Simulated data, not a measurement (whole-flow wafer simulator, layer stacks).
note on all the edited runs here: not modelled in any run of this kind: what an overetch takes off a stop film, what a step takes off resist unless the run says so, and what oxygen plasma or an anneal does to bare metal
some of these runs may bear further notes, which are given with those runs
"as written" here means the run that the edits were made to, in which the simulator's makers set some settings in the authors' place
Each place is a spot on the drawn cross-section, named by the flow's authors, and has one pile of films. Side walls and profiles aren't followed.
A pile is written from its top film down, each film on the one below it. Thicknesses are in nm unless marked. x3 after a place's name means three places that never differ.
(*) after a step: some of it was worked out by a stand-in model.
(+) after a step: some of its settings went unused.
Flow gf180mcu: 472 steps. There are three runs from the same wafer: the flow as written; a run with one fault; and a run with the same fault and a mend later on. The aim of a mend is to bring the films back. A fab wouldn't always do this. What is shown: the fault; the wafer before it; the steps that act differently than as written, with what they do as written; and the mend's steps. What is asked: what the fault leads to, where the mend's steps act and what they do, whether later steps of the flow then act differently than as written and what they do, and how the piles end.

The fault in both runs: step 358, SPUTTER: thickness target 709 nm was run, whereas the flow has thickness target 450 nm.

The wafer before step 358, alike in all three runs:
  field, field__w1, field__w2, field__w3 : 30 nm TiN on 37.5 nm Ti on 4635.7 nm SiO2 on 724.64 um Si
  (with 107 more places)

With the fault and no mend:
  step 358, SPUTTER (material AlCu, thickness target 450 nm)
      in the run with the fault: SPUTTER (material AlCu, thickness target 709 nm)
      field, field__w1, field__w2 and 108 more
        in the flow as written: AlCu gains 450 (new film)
        in the run with the fault: AlCu gains 709 (new film)
  Later steps of the flow acting differently than as written:
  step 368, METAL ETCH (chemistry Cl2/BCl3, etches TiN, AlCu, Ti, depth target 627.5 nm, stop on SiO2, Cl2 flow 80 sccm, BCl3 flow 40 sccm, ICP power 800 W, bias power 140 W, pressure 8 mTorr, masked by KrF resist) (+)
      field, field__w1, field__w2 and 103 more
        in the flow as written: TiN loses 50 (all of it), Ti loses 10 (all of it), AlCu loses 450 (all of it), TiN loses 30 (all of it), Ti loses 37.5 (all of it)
        in the run with the fault: TiN loses 50 (all of it), Ti loses 10 (all of it), AlCu loses 567.5
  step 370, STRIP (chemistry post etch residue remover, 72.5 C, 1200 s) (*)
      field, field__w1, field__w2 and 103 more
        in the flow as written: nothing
        in the run with the fault: AlCu loses 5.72
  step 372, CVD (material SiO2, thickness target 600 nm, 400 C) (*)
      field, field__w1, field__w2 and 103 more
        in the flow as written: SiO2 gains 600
        in the run with the fault: SiO2 gains 600 (new film)
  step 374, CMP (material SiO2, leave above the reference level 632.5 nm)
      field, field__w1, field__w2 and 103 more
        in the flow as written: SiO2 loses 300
        in the run with the fault: SiO2 loses 244.3
  By the end, the piles at field, field__w1, field__w2 and 109 more depart from the flow's by more than 2% or 0.5 nm, whichever is larger.
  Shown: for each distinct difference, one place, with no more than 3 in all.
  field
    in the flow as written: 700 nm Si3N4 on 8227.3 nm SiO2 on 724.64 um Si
    in the run with the fault: 700 nm Si3N4 on 3647.3 nm SiO2 on 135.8 nm AlCu on 30 nm TiN on 37.5 nm Ti on 4635.7 nm SiO2 on 724.64 um Si
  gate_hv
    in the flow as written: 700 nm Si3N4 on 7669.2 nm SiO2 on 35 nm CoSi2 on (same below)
    in the run with the fault: 700 nm Si3N4 on 3647.3 nm SiO2 on 135.8 nm AlCu on 30 nm TiN on 37.5 nm Ti on 4077.6 nm SiO2 on 35 nm CoSi2 on (same below)
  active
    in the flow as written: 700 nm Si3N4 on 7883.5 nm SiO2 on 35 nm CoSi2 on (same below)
    in the run with the fault: 700 nm Si3N4 on 3647.3 nm SiO2 on 135.8 nm AlCu on 30 nm TiN on 37.5 nm Ti on 4291.9 nm SiO2 on 35 nm CoSi2 on (same below)

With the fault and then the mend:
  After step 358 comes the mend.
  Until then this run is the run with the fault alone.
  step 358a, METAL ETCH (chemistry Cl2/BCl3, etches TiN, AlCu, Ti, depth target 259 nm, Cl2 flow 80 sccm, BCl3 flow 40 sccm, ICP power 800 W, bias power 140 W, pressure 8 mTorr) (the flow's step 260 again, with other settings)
      field, field__w1, field__w2 and 108 more
        AlCu loses 259
  Later steps of the flow that are run all act as written at every place that is followed.
  At every place that both follow, the piles at the end match the flow's.
